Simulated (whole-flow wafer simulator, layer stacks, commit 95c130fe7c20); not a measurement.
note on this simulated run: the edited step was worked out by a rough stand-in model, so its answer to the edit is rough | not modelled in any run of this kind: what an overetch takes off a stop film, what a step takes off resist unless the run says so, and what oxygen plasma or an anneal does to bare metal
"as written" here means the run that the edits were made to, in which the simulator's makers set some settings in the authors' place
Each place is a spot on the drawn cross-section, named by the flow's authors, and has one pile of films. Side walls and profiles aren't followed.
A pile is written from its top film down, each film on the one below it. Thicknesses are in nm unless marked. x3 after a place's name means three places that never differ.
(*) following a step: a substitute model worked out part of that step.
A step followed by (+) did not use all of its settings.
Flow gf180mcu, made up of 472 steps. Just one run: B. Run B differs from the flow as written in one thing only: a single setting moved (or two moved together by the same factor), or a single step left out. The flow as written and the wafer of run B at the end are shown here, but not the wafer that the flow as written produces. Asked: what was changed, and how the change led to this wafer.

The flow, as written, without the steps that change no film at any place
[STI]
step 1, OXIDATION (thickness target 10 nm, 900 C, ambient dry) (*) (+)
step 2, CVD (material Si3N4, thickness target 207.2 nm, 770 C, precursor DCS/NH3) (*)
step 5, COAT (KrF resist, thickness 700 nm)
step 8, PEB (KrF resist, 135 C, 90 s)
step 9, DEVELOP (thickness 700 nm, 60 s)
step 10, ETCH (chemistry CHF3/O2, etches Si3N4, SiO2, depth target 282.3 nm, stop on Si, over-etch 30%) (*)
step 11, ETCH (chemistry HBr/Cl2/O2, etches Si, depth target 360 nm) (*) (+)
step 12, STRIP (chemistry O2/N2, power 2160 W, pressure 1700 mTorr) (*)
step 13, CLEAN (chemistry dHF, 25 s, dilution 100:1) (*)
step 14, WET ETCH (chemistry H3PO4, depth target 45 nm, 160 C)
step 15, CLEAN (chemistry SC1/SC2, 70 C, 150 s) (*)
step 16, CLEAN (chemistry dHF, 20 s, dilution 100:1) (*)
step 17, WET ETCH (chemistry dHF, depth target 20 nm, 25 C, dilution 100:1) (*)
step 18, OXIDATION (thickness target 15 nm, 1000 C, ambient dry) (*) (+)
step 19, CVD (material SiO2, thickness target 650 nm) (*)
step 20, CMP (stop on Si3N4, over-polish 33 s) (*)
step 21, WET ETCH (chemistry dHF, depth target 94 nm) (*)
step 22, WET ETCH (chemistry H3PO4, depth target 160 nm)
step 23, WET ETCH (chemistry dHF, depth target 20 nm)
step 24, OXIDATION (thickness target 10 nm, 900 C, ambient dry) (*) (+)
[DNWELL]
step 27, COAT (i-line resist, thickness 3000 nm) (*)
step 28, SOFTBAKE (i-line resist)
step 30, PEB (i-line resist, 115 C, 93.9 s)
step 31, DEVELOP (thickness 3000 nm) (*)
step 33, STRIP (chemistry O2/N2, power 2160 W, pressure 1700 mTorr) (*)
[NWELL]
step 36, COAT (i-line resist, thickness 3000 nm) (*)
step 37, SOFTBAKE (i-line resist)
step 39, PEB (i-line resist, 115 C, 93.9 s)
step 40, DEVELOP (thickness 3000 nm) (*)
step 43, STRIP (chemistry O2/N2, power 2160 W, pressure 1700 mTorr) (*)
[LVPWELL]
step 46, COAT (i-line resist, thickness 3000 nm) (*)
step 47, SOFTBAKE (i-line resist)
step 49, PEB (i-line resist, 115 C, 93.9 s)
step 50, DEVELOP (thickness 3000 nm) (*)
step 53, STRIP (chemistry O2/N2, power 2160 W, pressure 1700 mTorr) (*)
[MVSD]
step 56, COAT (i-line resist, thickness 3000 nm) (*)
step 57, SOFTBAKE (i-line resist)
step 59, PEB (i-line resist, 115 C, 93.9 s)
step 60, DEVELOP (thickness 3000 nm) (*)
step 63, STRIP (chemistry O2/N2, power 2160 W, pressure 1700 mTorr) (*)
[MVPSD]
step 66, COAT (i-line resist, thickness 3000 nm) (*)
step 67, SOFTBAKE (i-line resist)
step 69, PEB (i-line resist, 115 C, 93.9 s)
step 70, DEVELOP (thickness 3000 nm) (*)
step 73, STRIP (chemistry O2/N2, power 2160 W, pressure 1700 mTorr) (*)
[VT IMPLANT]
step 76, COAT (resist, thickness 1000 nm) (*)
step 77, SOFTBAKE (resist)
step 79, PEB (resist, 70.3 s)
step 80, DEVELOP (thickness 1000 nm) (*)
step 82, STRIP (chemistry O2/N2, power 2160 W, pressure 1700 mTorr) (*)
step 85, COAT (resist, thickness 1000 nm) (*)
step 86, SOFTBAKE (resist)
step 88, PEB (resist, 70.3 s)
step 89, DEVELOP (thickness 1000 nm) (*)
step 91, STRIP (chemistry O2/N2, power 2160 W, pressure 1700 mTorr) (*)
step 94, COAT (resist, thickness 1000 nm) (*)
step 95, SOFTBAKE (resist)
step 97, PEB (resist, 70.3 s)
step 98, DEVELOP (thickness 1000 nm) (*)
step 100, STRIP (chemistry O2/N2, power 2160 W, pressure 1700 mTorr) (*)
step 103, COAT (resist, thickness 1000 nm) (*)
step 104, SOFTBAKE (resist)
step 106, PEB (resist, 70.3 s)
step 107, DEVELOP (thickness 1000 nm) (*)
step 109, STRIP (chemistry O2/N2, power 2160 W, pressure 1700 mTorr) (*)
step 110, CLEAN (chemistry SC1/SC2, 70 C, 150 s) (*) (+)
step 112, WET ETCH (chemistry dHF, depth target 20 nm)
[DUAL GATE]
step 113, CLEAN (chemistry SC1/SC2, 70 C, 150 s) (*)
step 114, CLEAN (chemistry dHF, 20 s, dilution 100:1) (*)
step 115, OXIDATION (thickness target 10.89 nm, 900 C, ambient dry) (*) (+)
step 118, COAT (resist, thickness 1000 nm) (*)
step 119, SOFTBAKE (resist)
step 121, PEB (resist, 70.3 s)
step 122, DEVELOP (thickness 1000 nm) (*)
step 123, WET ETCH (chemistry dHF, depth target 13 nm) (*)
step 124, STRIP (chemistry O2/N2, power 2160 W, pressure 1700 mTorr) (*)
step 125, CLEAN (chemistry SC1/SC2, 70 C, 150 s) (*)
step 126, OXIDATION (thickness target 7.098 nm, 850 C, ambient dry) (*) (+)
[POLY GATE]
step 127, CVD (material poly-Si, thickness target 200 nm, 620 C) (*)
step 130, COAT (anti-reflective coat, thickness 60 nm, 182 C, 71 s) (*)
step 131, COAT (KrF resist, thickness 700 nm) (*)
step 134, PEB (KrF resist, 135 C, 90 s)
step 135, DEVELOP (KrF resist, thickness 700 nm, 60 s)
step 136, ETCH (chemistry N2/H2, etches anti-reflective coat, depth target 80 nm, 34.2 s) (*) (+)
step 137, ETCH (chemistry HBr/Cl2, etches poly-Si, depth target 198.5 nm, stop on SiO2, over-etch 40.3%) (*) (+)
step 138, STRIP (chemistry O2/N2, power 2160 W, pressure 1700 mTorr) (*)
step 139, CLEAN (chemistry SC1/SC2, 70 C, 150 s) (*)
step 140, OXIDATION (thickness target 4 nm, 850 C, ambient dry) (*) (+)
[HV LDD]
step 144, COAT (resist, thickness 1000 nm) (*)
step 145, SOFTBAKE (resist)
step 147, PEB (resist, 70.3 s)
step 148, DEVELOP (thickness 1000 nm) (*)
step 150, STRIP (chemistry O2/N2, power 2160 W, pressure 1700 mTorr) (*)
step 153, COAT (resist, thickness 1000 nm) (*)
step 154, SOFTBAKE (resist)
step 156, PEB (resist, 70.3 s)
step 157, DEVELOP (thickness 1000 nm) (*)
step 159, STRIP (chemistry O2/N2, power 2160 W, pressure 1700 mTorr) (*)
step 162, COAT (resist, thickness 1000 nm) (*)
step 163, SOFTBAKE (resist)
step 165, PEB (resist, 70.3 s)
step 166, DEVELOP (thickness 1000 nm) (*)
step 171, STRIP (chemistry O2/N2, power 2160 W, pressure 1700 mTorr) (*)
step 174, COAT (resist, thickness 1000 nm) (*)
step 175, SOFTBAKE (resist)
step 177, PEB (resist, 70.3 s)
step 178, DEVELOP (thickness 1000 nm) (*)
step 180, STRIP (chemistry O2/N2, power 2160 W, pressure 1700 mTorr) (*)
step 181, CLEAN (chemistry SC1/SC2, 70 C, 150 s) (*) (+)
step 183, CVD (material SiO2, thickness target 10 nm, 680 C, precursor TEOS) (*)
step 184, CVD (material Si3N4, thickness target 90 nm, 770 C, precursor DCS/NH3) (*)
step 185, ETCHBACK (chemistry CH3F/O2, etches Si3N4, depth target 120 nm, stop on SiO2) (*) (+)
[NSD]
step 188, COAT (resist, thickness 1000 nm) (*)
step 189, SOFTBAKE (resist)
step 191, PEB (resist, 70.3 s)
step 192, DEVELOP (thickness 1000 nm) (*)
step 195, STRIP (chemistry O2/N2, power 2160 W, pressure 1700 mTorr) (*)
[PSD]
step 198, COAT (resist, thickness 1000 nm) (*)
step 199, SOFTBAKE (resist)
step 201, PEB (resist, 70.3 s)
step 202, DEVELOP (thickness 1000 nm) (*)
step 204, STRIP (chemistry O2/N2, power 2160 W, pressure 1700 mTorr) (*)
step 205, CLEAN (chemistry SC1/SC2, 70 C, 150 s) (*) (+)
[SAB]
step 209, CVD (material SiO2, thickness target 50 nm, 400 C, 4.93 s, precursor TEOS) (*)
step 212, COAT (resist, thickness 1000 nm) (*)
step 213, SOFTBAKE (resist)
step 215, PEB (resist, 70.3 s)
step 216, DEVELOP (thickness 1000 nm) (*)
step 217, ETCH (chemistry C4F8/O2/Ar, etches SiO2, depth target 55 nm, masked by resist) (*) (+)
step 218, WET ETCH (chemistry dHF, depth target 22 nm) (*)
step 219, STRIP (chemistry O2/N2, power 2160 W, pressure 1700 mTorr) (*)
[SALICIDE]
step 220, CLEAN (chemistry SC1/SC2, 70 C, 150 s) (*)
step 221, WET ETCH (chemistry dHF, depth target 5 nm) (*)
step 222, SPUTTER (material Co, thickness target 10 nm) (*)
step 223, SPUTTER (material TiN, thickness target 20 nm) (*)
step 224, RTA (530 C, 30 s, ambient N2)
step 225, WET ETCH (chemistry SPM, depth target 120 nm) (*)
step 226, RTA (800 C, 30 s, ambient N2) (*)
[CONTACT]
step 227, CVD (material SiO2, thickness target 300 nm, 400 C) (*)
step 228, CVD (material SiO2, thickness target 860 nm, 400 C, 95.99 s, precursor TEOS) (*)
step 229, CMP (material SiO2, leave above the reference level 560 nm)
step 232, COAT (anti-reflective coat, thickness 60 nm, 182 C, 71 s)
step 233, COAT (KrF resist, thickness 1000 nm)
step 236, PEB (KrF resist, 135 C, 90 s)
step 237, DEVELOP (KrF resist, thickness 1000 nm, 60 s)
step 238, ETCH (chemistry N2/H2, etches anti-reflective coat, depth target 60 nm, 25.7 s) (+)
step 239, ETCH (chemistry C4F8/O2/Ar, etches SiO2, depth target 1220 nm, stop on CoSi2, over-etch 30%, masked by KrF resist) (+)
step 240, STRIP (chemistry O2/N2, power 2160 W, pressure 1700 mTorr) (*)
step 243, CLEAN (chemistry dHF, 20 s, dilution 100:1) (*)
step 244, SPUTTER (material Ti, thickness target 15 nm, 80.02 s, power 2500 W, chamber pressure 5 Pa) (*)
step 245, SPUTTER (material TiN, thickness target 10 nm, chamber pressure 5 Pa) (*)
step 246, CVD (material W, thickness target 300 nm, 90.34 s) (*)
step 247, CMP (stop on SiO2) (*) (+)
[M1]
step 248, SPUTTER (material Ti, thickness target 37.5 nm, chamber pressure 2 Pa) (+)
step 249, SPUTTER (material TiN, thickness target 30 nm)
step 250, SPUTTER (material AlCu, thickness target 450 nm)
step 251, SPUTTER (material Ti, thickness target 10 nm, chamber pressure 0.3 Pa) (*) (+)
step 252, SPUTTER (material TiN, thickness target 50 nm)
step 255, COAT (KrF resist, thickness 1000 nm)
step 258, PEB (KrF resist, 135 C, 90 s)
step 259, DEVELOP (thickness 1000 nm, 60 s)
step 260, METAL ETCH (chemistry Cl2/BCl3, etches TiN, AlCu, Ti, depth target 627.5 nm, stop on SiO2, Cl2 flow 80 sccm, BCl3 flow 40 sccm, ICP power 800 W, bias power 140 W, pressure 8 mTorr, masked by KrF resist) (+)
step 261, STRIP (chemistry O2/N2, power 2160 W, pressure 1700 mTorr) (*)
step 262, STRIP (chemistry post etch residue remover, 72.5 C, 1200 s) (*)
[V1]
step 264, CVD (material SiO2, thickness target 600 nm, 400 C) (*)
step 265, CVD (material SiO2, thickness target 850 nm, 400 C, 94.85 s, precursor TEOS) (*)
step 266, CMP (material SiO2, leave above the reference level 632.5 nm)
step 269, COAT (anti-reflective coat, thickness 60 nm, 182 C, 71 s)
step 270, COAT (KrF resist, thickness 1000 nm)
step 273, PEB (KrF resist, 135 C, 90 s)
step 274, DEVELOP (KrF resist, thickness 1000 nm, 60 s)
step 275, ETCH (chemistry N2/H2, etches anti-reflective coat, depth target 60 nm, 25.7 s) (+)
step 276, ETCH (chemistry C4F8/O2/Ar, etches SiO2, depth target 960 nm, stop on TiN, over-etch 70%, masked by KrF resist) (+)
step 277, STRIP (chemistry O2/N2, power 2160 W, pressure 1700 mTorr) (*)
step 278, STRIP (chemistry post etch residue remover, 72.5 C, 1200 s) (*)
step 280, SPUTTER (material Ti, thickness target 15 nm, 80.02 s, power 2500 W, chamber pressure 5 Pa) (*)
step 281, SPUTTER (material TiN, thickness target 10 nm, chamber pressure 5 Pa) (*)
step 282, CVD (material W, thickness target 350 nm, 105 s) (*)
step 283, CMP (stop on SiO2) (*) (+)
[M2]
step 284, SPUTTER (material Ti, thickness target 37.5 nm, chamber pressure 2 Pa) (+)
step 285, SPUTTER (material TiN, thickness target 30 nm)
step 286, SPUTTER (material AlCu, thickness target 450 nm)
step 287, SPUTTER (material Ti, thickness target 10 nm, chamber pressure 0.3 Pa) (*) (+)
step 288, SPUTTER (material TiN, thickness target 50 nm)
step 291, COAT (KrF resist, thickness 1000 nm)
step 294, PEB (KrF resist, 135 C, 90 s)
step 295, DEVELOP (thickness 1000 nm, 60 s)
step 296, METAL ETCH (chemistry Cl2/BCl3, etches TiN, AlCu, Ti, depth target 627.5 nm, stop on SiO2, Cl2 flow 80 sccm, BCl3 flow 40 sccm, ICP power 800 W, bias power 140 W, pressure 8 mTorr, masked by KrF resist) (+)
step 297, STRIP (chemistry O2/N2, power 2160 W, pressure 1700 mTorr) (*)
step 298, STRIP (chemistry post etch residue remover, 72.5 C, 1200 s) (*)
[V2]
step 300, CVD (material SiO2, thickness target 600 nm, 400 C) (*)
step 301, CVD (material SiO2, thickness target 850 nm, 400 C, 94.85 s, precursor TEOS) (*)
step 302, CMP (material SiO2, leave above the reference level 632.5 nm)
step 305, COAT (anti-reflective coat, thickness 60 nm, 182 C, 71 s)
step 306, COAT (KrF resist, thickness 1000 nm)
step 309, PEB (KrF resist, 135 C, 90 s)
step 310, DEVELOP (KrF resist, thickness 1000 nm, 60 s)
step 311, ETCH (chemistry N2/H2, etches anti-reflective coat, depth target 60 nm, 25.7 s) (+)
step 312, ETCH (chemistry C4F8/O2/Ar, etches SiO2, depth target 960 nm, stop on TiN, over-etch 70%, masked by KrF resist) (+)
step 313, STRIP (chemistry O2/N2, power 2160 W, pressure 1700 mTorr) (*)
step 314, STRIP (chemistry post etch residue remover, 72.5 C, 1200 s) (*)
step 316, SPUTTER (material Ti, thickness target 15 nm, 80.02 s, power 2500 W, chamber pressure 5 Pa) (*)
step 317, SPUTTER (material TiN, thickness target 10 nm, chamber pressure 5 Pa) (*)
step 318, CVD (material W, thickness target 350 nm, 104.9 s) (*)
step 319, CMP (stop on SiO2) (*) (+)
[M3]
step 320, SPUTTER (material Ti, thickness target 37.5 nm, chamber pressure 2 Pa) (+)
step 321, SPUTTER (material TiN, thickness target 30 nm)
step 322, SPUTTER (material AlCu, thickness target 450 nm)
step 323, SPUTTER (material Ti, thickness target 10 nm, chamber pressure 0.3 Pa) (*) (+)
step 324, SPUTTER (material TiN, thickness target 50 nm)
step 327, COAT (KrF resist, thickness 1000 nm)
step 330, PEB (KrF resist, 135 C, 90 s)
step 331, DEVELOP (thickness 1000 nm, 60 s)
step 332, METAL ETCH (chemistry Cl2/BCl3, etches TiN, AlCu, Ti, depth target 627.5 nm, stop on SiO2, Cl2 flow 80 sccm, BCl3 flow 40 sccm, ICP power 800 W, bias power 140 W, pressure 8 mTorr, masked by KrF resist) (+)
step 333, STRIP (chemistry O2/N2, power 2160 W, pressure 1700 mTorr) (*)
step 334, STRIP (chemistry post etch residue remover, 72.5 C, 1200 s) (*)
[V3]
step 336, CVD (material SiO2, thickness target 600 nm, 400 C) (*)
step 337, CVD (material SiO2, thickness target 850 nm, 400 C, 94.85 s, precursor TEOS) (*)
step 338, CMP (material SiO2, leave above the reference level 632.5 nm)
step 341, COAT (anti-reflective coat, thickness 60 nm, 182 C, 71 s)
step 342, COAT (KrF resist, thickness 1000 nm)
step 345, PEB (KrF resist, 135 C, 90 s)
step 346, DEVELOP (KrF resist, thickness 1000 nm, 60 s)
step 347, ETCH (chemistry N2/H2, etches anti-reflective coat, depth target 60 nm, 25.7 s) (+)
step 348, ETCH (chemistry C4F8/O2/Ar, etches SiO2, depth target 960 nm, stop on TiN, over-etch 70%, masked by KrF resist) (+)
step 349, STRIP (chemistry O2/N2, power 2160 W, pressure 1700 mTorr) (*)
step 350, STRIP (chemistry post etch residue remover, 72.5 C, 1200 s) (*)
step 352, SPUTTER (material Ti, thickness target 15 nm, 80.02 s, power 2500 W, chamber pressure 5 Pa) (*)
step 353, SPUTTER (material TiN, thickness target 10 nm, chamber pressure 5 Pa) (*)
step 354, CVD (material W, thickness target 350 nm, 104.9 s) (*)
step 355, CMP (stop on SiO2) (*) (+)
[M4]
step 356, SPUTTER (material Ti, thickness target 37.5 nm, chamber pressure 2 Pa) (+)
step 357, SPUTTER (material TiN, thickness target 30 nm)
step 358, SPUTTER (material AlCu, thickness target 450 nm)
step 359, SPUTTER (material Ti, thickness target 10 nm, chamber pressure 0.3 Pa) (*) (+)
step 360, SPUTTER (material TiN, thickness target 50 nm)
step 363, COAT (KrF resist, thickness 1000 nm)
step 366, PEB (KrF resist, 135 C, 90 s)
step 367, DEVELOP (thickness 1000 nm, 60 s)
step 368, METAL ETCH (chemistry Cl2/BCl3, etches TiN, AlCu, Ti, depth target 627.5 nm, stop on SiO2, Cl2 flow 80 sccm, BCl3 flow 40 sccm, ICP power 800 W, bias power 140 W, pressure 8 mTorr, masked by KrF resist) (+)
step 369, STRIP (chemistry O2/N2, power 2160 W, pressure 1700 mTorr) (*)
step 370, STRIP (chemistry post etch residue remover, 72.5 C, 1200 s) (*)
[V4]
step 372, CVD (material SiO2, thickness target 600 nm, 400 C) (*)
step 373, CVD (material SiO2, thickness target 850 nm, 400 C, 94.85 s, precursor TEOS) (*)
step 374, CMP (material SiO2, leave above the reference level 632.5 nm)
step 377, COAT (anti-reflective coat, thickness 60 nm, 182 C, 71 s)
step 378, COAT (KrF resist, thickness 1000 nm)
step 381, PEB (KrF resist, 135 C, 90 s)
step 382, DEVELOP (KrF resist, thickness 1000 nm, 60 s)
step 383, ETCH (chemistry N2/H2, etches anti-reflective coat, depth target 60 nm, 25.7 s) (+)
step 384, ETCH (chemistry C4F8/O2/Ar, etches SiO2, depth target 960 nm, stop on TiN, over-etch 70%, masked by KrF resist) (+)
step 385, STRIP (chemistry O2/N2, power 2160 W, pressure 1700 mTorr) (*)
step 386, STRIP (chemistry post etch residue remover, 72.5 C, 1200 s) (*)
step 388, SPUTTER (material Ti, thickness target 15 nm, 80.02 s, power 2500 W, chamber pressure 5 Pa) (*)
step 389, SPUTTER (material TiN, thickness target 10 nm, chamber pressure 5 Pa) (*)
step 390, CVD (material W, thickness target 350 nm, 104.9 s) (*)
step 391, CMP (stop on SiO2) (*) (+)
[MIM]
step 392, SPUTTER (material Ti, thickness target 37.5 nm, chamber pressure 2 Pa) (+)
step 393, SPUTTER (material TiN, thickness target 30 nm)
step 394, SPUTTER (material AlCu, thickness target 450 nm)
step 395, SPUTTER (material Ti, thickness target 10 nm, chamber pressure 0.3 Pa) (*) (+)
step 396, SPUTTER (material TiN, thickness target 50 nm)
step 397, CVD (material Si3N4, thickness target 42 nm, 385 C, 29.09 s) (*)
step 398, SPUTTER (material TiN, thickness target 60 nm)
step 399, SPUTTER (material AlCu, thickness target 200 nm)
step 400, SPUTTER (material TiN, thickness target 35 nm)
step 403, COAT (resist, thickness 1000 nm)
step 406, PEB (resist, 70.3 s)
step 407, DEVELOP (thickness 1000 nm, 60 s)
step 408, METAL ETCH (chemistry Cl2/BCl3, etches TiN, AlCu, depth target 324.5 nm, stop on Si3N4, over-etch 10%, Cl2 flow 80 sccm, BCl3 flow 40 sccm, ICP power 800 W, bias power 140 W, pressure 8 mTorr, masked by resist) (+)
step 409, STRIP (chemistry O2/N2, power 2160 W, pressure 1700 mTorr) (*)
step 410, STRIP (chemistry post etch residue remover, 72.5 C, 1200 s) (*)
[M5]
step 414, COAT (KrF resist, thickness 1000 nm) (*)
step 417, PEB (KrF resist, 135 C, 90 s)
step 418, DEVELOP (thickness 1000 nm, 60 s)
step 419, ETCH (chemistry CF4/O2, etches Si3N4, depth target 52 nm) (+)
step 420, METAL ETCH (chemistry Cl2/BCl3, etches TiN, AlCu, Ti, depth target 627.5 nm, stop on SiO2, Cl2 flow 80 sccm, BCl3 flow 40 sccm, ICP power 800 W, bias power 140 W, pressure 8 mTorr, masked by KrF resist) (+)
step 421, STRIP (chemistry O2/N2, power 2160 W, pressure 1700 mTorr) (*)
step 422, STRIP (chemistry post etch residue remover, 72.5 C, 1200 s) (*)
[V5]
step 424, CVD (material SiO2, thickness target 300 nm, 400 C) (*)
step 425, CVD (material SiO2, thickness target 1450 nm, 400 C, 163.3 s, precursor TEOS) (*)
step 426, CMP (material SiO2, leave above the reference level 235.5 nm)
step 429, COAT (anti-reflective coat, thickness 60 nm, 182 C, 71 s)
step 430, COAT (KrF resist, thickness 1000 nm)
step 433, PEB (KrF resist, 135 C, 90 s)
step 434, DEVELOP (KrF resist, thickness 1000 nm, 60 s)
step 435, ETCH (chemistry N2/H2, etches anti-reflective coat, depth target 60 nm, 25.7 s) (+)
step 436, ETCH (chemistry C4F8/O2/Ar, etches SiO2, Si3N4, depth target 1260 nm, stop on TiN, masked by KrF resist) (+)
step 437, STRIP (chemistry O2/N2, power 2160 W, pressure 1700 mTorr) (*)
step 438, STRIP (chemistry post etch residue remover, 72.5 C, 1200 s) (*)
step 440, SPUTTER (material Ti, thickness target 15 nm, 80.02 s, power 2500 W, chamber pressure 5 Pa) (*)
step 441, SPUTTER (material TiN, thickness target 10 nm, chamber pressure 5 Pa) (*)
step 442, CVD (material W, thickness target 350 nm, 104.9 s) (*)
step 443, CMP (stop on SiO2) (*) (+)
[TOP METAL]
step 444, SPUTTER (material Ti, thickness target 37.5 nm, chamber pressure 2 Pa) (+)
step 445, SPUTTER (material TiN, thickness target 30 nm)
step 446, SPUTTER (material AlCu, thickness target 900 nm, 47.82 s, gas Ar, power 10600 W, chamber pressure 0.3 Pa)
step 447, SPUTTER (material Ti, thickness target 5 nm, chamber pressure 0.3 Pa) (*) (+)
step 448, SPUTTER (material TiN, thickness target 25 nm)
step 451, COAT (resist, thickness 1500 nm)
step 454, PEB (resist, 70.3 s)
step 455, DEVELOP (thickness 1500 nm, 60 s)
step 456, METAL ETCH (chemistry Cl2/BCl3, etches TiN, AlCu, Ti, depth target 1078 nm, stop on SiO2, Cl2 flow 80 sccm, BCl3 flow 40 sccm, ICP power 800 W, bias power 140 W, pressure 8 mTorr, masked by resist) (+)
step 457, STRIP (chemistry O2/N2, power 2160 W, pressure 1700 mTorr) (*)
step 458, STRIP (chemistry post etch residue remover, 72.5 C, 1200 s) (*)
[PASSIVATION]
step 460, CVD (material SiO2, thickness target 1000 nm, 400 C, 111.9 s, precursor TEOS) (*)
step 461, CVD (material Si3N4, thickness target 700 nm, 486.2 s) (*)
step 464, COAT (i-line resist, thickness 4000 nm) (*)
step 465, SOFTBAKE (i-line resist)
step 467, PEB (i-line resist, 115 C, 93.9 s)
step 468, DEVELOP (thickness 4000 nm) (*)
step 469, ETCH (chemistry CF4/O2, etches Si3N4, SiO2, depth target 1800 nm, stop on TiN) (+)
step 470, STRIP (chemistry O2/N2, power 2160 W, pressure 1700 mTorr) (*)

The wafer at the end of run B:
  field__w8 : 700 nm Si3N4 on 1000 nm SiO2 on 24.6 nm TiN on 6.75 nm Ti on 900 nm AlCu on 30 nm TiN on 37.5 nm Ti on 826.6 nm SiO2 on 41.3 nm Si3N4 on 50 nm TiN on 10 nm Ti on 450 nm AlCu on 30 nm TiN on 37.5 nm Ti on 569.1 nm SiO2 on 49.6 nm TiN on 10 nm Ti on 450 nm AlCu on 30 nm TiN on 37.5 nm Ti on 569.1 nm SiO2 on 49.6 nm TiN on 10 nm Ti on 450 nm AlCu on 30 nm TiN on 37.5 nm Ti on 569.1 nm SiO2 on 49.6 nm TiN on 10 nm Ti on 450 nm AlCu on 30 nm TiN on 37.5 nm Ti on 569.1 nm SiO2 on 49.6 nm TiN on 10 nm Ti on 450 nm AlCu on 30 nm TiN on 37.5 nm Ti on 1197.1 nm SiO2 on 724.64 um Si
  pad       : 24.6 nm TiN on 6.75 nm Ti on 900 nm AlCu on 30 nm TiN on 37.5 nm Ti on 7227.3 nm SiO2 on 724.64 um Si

The reason: step 447, SPUTTER: thickness target 6.75 nm was run, whereas the flow has thickness target 5 nm.
The wafer itself shows it: field__w8 has Ti 6.75, and step 447 as written asks for 5 nm.

The path from the change to this, step by step:
  step 447, SPUTTER (material Ti, thickness target 5 nm, chamber pressure 0.3 Pa) (*) (+)
      field, field__w1, field__w2 and 109 more: +6.75 Ti (new film) (as written it would have been: +5 Ti (new film))
  step 456, METAL ETCH (chemistry Cl2/BCl3, etches TiN, AlCu, Ti, depth target 1078 nm, stop on SiO2, Cl2 flow 80 sccm, BCl3 flow 40 sccm, ICP power 800 W, bias power 140 W, pressure 8 mTorr, masked by resist) (+)
      field, field__w1, field__w2 and 103 more: -25 TiN (all of it), -6.75 Ti (all of it), -900 AlCu (all of it), -30 TiN (all of it), -37.5 Ti (all of it) (as written it would have been: -25 TiN (all of it), -5 Ti (all of it), -900 AlCu (all of it), -30 TiN (all of it), -37.5 Ti (all of it))
